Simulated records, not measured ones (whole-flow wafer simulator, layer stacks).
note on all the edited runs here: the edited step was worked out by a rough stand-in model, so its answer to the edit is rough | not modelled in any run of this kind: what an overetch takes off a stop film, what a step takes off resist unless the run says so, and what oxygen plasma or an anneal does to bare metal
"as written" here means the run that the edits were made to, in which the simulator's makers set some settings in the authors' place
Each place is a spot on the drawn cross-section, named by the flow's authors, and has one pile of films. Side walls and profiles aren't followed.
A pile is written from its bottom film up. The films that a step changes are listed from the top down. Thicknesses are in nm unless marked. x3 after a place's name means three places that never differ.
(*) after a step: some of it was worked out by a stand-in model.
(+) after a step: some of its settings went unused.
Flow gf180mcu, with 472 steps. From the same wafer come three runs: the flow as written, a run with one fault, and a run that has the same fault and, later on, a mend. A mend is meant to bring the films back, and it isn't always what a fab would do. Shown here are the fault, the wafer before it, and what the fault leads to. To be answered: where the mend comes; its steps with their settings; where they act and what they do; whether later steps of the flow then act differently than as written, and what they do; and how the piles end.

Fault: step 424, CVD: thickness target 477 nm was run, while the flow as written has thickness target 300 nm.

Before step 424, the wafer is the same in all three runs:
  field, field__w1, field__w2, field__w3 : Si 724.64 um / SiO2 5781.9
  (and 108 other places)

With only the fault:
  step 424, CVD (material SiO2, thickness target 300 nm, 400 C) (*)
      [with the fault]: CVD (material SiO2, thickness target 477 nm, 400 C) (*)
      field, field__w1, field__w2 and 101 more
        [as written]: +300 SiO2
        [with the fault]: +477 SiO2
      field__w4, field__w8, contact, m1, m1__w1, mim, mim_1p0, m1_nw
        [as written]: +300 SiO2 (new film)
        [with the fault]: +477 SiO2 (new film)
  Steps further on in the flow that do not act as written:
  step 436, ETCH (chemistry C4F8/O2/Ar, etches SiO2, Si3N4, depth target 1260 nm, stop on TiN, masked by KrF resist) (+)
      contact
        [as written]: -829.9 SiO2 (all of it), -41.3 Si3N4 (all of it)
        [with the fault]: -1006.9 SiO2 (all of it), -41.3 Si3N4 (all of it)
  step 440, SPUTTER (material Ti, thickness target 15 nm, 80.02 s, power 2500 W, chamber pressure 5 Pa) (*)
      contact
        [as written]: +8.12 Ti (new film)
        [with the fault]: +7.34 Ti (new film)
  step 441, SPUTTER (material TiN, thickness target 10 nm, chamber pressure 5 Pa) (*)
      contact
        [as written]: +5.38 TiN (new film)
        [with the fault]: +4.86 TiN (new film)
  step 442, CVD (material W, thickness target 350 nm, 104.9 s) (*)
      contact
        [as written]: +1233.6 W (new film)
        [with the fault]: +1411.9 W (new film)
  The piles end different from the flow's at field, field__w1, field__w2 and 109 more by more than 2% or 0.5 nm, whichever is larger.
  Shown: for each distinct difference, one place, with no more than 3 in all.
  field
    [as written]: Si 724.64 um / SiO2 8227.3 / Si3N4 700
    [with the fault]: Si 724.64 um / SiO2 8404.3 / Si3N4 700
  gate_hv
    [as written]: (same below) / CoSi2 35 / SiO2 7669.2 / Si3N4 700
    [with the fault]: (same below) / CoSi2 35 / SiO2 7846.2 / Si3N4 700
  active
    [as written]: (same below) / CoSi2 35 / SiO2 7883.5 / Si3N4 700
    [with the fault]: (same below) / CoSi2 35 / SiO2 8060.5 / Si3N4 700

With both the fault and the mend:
  The mend stands after step 424.
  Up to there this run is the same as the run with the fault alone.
  step 424a, WET ETCH (chemistry dHF, depth target 177 nm, 25 C, dilution 100:1) (the flow's step 17 again, with other settings)
      field, field__w1, field__w2 and 109 more
        -177 SiO2
  Later steps of the flow that are run all act as written at every place that is followed.
  By the end, the piles equal the flow's at every place that both follow.
